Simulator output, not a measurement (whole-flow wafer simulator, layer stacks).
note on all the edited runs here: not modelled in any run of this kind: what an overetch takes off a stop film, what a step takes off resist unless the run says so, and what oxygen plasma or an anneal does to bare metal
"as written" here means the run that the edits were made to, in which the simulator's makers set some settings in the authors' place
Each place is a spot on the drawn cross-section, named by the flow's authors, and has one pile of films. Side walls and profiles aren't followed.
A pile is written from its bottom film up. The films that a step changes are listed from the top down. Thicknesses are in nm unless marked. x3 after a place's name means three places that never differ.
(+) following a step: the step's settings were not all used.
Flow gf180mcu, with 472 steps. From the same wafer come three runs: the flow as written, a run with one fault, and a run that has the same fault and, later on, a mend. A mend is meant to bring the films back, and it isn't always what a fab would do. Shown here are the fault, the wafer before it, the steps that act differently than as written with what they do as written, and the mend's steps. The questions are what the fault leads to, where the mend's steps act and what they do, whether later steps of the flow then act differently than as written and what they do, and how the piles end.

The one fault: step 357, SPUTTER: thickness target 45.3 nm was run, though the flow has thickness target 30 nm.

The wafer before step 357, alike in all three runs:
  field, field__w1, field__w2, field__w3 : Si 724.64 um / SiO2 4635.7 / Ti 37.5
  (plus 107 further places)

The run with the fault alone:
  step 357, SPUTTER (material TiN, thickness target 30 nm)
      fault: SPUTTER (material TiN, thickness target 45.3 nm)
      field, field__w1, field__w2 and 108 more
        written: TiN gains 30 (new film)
        fault: TiN gains 45.3 (new film)
  Steps further on in the flow that do not act as written:
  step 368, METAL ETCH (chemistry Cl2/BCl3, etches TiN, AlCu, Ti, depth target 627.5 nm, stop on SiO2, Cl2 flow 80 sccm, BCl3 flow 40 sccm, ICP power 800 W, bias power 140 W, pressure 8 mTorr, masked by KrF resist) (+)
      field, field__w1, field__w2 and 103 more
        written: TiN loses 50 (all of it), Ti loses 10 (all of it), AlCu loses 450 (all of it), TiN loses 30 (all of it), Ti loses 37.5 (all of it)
        fault: TiN loses 50 (all of it), Ti loses 10 (all of it), AlCu loses 450 (all of it), TiN loses 45.3 (all of it), Ti loses 37.5 (all of it)
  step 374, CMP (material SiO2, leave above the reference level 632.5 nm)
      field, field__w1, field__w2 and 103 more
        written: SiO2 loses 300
        fault: SiO2 loses 284.7
  The piles end different from the flow's at field__w8, contact, m1, m1__w1, m1_nw by more than 2% or 0.5 nm, whichever is larger.
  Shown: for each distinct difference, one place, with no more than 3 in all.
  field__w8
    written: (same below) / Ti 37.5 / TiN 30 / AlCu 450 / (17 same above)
    fault: (same below) / Ti 37.5 / TiN 45.3 / AlCu 450 / (17 same above)
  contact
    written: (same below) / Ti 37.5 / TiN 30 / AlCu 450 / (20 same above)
    fault: (same below) / Ti 37.5 / TiN 45.3 / AlCu 450 / (20 same above)

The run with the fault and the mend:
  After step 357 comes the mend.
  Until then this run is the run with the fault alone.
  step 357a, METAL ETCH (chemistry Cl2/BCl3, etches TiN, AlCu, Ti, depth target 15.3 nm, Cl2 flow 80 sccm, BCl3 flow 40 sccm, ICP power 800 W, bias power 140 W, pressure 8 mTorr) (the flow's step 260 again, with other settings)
      field, field__w1, field__w2 and 108 more
        TiN loses 15.3
  Later steps of the flow that are run all act as written at every place that is followed.
  By the end, the piles equal the flow's at every place that both follow.
